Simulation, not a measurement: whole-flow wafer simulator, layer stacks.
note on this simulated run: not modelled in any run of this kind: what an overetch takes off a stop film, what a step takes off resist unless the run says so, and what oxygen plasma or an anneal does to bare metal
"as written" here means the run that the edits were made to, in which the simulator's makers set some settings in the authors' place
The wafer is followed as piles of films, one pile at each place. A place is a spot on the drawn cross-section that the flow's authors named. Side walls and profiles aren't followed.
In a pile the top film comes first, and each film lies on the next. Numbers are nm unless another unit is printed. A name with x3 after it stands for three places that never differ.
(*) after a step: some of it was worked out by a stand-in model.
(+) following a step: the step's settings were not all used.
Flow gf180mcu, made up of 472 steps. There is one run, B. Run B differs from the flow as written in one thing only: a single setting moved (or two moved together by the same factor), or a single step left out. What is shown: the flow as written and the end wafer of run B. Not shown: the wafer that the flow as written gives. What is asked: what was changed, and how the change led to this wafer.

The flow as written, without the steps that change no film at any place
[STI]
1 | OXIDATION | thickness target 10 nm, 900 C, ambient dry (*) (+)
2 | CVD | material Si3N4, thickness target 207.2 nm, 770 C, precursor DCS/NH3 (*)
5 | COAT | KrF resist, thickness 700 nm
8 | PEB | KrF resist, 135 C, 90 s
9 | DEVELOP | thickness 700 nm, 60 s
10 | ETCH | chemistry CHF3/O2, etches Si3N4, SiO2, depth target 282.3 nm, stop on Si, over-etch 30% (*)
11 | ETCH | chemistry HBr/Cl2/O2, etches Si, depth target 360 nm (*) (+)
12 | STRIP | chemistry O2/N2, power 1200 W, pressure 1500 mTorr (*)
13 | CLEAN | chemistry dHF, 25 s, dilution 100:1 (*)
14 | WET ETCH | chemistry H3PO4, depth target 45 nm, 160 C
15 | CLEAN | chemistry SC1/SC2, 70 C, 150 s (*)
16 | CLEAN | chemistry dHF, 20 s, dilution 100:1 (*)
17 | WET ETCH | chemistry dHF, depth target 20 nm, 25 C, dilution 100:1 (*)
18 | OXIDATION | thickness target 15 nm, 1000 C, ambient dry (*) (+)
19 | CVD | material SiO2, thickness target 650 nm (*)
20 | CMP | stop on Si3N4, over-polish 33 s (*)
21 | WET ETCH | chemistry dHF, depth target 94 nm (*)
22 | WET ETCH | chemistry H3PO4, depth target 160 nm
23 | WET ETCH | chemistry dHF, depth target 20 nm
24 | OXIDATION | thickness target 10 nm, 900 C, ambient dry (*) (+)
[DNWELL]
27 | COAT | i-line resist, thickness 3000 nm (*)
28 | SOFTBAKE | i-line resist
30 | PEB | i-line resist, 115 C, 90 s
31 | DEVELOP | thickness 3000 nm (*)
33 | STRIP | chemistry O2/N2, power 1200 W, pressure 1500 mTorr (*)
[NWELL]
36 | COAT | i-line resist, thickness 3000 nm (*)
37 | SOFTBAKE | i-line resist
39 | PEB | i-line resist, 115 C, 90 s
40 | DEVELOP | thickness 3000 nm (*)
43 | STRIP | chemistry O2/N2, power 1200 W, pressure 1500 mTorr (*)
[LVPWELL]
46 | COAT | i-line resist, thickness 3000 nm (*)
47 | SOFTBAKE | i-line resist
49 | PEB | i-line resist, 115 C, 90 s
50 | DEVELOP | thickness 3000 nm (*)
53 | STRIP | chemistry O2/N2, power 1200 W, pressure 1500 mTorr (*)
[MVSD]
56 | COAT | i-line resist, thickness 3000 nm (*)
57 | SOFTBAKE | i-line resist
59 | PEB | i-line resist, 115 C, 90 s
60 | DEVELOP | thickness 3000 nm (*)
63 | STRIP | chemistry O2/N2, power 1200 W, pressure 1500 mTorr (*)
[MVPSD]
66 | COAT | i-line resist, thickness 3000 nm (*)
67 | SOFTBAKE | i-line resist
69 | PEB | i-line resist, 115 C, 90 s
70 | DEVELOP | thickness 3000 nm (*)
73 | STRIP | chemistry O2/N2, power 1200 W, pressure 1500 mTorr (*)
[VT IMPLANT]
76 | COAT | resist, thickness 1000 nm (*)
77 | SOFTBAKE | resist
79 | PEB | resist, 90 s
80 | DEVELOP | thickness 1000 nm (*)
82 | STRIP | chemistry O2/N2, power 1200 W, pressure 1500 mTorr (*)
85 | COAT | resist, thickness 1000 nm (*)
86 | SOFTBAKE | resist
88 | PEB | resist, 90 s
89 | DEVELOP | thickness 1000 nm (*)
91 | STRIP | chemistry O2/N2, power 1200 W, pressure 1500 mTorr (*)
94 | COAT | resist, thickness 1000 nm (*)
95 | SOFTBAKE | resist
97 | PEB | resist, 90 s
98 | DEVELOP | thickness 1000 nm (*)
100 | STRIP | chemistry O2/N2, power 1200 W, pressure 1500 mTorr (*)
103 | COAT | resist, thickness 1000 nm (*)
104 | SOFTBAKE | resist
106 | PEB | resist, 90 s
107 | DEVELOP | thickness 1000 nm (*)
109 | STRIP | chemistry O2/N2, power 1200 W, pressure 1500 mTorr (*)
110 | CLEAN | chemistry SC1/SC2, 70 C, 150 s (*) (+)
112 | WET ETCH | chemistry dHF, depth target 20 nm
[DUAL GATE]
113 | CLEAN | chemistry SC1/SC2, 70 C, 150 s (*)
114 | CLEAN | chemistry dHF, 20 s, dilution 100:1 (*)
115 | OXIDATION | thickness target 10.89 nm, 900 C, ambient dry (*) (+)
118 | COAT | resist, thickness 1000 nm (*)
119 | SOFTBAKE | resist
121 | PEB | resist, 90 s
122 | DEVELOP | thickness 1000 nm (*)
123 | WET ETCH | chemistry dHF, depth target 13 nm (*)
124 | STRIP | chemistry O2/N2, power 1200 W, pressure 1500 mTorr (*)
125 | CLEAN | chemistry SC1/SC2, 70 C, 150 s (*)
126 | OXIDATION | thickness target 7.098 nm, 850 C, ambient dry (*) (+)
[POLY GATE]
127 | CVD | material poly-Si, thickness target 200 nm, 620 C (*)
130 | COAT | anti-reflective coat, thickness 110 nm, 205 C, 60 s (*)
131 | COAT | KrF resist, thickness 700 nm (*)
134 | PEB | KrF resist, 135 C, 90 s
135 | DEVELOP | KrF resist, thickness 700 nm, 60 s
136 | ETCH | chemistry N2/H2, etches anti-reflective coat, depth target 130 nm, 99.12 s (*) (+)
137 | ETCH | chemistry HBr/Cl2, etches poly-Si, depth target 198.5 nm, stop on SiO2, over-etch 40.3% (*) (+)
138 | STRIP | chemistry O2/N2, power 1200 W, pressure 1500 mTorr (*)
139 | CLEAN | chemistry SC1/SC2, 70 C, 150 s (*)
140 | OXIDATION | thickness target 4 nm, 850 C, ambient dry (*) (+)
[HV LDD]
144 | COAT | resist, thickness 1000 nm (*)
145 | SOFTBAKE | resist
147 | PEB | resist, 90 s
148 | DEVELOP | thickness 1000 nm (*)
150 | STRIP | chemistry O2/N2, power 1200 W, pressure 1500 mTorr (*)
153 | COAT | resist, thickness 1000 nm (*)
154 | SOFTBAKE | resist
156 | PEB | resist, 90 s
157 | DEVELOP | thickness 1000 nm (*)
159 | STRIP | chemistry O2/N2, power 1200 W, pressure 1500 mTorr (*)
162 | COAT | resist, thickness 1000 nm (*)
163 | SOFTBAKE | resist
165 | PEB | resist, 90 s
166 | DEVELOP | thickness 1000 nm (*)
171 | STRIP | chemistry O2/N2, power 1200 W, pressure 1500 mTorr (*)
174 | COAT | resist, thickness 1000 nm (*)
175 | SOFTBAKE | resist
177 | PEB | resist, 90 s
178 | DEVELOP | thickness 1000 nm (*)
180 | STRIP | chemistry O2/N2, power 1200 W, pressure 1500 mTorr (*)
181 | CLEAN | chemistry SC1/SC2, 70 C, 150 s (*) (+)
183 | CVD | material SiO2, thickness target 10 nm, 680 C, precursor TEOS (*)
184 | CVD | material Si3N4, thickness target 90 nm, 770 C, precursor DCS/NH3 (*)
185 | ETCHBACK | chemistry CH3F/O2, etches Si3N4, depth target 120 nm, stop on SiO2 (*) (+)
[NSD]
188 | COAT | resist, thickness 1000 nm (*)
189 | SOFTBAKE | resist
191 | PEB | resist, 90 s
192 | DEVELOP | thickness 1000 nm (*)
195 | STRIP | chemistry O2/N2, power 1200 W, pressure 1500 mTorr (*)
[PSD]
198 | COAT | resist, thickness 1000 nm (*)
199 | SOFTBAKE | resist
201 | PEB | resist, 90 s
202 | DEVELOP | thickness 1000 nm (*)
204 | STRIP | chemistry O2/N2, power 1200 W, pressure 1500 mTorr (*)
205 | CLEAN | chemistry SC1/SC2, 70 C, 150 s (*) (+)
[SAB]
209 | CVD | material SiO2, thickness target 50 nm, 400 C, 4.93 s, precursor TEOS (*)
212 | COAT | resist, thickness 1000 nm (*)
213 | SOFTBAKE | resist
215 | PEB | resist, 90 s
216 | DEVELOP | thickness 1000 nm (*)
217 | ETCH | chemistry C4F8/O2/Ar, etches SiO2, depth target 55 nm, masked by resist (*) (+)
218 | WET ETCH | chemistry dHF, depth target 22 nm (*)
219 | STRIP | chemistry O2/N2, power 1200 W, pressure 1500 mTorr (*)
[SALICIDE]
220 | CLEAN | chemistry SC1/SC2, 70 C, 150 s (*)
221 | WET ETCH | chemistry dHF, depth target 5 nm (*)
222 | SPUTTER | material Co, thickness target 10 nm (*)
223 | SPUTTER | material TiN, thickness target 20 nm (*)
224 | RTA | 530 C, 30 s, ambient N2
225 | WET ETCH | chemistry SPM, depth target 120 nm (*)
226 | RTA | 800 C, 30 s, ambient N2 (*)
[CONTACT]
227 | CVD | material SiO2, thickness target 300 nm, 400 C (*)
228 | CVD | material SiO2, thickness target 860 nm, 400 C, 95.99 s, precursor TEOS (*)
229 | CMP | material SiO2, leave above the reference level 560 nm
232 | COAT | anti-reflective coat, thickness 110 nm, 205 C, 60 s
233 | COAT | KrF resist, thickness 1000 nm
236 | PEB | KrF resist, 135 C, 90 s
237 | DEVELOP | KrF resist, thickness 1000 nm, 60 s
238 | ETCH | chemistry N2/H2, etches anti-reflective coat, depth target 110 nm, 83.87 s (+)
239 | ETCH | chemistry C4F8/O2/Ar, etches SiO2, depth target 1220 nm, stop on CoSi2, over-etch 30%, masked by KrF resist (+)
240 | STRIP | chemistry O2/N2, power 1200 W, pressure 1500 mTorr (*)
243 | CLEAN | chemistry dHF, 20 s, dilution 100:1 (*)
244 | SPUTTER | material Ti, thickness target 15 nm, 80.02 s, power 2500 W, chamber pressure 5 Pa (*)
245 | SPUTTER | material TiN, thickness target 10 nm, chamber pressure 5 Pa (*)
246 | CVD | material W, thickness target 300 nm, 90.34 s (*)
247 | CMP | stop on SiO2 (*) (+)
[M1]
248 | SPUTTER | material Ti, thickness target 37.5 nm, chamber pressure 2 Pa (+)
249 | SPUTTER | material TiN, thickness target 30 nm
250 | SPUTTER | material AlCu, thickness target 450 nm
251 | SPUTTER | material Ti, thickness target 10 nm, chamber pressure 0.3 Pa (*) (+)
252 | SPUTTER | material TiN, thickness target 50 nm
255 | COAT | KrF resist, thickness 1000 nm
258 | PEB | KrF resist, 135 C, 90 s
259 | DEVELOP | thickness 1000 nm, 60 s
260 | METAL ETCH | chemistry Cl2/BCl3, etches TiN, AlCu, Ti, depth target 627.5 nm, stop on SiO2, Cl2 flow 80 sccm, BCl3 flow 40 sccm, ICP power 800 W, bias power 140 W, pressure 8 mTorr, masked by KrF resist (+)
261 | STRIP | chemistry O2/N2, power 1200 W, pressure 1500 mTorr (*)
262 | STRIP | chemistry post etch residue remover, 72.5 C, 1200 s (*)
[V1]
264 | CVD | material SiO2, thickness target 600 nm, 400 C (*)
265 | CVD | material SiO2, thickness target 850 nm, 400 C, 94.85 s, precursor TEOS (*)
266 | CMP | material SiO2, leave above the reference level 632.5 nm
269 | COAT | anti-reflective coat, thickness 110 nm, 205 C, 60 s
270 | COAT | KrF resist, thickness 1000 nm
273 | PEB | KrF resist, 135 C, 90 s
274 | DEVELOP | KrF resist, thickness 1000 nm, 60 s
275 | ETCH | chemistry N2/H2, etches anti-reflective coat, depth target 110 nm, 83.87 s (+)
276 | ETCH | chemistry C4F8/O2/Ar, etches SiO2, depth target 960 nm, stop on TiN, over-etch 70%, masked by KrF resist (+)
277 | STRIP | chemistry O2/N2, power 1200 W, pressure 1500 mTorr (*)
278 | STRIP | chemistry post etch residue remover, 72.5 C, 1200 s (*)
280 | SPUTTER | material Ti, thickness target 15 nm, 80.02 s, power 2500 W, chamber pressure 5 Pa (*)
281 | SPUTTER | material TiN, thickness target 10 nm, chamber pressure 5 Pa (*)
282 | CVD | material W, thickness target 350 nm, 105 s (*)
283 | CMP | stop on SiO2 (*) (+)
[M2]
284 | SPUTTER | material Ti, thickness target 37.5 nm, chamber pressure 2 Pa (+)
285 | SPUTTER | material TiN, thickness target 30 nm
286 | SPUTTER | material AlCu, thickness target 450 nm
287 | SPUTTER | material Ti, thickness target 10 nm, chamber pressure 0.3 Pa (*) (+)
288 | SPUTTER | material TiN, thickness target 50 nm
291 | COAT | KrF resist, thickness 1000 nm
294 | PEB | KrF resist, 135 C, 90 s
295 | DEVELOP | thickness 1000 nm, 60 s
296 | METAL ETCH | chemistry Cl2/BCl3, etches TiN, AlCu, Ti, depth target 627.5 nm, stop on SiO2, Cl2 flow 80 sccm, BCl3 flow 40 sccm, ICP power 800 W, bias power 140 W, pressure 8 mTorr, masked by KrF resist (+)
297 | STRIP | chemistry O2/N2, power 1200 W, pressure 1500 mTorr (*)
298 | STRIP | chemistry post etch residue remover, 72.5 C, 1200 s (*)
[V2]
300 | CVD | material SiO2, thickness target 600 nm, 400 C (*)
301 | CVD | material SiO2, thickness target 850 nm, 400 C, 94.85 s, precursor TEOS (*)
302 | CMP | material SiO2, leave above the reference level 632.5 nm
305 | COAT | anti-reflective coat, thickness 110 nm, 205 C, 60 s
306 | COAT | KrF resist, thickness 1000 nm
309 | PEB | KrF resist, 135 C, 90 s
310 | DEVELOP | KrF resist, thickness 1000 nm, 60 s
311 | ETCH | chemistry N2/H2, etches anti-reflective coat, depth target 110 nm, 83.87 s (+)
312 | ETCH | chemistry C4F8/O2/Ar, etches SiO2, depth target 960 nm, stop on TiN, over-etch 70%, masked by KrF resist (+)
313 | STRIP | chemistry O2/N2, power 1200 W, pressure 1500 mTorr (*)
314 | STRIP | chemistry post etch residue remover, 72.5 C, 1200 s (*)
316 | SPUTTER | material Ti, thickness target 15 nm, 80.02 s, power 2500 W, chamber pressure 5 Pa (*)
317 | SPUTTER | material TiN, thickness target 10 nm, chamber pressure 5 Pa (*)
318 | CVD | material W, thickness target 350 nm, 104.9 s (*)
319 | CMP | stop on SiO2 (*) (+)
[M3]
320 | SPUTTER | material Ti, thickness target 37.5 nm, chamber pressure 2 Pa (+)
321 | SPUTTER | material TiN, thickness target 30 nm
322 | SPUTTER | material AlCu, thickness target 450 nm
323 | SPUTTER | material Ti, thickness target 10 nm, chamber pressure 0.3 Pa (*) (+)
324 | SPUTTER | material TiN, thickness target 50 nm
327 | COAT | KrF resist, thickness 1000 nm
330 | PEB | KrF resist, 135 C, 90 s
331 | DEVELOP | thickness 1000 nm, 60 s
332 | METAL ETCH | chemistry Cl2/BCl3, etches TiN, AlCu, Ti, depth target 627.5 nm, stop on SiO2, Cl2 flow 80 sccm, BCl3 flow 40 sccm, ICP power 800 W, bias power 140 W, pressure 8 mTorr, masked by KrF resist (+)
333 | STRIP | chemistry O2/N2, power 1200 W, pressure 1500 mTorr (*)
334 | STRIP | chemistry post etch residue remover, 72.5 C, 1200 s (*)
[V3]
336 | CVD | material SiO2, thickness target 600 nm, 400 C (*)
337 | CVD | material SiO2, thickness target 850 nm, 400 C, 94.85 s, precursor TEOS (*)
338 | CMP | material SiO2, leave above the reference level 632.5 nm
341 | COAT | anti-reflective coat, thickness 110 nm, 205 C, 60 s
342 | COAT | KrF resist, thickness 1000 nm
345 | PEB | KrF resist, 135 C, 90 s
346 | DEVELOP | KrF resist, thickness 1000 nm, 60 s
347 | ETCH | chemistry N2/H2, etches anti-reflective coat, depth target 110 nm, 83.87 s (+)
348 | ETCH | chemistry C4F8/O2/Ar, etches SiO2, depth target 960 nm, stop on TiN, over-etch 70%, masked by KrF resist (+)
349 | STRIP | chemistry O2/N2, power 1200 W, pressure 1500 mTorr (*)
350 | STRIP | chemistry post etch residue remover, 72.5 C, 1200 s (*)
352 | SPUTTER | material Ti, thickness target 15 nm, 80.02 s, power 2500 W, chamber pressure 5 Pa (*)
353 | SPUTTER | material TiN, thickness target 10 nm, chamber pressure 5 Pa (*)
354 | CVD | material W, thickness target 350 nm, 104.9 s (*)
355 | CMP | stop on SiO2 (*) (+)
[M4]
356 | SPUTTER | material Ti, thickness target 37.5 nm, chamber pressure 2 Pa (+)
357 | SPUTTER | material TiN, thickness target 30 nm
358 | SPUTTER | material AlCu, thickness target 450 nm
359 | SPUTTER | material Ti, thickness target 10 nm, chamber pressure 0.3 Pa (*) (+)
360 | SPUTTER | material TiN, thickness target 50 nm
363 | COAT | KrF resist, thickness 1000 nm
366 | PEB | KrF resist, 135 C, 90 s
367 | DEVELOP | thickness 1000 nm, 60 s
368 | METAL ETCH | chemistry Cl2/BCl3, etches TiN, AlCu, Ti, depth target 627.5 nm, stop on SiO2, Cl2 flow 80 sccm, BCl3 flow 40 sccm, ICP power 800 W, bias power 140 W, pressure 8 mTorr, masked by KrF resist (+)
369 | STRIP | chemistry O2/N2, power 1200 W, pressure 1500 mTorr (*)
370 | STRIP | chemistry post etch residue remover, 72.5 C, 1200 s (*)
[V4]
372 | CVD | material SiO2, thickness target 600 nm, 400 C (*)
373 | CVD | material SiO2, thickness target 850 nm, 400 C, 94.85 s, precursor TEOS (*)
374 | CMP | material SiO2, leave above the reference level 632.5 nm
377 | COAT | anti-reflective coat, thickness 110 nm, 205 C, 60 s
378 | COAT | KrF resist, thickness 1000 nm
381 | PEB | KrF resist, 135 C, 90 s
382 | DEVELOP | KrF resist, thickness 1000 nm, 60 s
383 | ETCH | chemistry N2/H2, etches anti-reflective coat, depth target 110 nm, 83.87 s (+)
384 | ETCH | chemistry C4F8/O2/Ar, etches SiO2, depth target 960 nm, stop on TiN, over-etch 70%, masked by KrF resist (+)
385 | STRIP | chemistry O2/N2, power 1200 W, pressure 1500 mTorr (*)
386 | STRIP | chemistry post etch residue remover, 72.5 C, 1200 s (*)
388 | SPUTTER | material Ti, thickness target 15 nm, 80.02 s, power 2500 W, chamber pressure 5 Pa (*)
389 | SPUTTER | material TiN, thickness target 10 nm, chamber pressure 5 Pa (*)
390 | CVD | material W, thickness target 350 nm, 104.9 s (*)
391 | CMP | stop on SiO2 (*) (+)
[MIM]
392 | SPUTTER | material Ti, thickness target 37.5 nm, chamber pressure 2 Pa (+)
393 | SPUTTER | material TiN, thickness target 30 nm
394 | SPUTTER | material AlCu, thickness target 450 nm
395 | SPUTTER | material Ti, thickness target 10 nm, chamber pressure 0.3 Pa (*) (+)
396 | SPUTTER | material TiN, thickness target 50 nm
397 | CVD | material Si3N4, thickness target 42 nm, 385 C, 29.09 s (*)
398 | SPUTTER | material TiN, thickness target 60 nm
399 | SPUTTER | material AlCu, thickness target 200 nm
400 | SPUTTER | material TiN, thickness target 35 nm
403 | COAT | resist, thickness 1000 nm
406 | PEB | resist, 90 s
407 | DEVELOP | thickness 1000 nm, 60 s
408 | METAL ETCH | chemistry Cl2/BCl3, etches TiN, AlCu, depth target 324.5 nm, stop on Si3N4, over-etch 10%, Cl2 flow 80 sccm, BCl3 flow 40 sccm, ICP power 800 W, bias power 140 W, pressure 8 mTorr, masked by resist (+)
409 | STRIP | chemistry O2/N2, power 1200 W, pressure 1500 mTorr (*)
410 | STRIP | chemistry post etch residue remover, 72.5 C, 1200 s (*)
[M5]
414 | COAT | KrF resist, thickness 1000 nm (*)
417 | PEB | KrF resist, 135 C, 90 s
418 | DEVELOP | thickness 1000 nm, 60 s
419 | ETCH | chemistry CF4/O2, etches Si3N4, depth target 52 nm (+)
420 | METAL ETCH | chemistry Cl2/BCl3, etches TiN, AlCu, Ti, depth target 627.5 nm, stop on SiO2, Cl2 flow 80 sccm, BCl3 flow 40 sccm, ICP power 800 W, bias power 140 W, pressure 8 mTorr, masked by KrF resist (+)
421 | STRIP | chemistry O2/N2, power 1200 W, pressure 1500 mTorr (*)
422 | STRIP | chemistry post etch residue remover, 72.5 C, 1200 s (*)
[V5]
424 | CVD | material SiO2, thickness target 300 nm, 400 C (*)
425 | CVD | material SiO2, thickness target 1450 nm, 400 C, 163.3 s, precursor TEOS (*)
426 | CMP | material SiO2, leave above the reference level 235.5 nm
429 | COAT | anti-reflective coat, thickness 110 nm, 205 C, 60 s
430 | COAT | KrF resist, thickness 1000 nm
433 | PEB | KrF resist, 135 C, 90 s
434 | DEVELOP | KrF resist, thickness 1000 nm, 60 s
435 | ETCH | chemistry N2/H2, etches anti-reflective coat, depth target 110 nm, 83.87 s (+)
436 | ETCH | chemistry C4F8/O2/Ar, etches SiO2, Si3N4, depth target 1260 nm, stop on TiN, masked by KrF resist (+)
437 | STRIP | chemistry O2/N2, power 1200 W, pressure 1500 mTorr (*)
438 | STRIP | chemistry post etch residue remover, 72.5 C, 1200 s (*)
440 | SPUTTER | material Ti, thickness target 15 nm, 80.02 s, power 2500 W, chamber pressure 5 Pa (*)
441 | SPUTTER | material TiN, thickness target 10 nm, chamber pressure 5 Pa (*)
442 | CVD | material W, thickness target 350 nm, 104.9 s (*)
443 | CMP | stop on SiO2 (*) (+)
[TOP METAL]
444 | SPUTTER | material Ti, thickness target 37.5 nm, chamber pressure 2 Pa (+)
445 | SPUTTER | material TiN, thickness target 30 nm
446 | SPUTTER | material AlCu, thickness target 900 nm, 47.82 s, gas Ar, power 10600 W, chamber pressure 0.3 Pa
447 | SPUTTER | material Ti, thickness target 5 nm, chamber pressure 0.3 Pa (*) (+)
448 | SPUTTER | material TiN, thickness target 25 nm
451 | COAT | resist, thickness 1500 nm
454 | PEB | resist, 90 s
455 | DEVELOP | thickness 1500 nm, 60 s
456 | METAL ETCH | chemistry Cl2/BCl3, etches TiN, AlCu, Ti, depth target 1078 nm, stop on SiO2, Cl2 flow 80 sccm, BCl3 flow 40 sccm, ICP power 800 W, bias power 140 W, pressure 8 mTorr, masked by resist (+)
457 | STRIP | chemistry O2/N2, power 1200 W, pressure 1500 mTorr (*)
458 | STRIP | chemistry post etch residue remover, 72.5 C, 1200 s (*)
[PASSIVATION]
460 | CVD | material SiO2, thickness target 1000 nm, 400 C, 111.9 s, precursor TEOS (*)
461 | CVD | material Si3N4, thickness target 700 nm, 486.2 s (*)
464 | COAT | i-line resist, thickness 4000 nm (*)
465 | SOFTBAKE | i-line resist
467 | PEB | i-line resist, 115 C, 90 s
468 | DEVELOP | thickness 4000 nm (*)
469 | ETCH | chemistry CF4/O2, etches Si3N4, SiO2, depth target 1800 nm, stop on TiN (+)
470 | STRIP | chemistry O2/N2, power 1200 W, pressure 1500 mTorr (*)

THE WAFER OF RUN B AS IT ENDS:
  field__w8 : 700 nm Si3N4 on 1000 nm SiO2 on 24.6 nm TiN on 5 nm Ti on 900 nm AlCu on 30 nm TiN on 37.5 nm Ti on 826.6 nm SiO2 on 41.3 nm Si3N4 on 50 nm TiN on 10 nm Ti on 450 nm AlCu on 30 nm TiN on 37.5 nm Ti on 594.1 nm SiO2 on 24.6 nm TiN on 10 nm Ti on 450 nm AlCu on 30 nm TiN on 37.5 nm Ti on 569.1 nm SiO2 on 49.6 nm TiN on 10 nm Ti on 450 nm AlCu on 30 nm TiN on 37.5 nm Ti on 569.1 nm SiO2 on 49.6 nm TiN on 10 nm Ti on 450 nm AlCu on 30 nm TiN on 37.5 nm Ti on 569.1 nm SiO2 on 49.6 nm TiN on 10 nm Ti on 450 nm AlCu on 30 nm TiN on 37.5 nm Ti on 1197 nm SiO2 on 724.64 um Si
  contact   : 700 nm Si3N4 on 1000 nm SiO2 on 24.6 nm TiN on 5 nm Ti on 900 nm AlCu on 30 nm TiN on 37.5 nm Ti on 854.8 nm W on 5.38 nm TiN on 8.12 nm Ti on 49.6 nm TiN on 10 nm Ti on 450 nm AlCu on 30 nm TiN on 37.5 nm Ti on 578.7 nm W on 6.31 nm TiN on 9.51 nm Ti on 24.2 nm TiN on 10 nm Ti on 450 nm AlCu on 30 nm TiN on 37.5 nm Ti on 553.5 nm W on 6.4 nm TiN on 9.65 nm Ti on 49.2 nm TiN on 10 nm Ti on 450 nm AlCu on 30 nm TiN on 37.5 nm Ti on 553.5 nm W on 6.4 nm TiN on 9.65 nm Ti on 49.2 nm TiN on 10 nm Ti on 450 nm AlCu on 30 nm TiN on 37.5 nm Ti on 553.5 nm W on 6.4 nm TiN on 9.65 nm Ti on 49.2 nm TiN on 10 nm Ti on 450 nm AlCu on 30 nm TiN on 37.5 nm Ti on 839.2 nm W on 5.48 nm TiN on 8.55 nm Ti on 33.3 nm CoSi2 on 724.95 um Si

What caused this: step 360, SPUTTER: thickness target 25 nm was run, though the flow has thickness target 50 nm.

The path from the change to this, step by step:
  360 | SPUTTER | material TiN, thickness target 50 nm
      field, field__w1, field__w2 and 108 more: TiN gains 25 (new film) (as written it would have been: TiN gains 50 (new film))
  368 | METAL ETCH | chemistry Cl2/BCl3, etches TiN, AlCu, Ti, depth target 627.5 nm, stop on SiO2, Cl2 flow 80 sccm, BCl3 flow 40 sccm, ICP power 800 W, bias power 140 W, pressure 8 mTorr, masked by KrF resist (+)
      field, field__w1, field__w2 and 103 more: TiN loses 25 (all of it), Ti loses 10 (all of it), AlCu loses 450 (all of it), TiN loses 30 (all of it), Ti loses 37.5 (all of it) (as written it would have been: TiN loses 50 (all of it), Ti loses 10 (all of it), AlCu loses 450 (all of it), TiN loses 30 (all of it), Ti loses 37.5 (all of it))
  374 | CMP | material SiO2, leave above the reference level 632.5 nm
      field__w8, contact, m1, m1__w1, m1_nw: SiO2 loses 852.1 (as written it would have been: SiO2 loses 877.1)
  384 | ETCH | chemistry C4F8/O2/Ar, etches SiO2, depth target 960 nm, stop on TiN, over-etch 70%, masked by KrF resist (+)
      contact: SiO2 loses 597.1 (all of it) (as written it would have been: SiO2 loses 572.1 (all of it))
  390 | CVD | material W, thickness target 350 nm, 104.9 s (*)
      contact: W gains 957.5 (new film) (as written it would have been: W gains 932.3 (new film))
